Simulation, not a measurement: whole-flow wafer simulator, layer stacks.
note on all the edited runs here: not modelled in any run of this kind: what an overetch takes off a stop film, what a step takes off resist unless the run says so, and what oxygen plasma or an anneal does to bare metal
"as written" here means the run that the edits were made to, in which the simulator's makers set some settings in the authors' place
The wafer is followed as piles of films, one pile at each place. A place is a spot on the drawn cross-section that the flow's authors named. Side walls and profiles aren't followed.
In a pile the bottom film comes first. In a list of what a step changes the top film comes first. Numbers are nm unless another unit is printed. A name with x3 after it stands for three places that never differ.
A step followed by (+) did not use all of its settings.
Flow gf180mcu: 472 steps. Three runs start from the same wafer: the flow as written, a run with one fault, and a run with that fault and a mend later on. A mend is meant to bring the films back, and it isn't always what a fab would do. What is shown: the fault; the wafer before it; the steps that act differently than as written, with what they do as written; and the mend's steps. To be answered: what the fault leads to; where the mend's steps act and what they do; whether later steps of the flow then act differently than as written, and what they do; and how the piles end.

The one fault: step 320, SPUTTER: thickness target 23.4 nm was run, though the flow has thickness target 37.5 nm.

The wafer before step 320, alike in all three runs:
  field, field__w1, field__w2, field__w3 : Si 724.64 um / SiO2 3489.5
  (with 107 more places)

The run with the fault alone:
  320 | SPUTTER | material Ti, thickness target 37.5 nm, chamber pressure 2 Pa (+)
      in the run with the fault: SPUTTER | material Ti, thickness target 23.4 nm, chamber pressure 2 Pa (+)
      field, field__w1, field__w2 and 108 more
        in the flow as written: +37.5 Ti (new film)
        in the run with the fault: +23.4 Ti (new film)
  Steps further on in the flow that do not act as written:
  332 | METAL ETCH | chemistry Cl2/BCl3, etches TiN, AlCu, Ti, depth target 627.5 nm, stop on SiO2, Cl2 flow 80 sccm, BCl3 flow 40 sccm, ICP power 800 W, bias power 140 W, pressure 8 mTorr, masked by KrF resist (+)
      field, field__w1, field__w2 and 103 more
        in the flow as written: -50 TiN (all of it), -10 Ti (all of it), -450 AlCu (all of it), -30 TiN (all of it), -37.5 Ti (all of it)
        in the run with the fault: -50 TiN (all of it), -10 Ti (all of it), -450 AlCu (all of it), -30 TiN (all of it), -23.4 Ti (all of it)
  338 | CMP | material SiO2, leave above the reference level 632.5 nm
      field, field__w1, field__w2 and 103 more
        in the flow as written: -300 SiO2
        in the run with the fault: -314.1 SiO2
  At field__w8, contact, m1, m1__w1, m1_nw, the piles at the end differ from the flow's by more than 2% or 0.5 nm, whichever is larger.
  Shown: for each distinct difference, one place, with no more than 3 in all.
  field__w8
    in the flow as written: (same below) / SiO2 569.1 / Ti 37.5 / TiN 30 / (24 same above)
    in the run with the fault: (same below) / SiO2 569.1 / Ti 23.4 / TiN 30 / (24 same above)
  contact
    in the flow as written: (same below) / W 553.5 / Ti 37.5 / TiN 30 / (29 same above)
    in the run with the fault: (same below) / W 553.5 / Ti 23.4 / TiN 30 / (29 same above)

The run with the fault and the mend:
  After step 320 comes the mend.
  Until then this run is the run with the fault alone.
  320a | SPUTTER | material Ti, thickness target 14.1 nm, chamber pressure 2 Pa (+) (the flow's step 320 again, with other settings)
      field, field__w1, field__w2 and 108 more
        +14.1 Ti
  None of the later steps of the flow acts differently than as written at any place that is followed.
  The piles end the same as the flow's at every place that both follow.
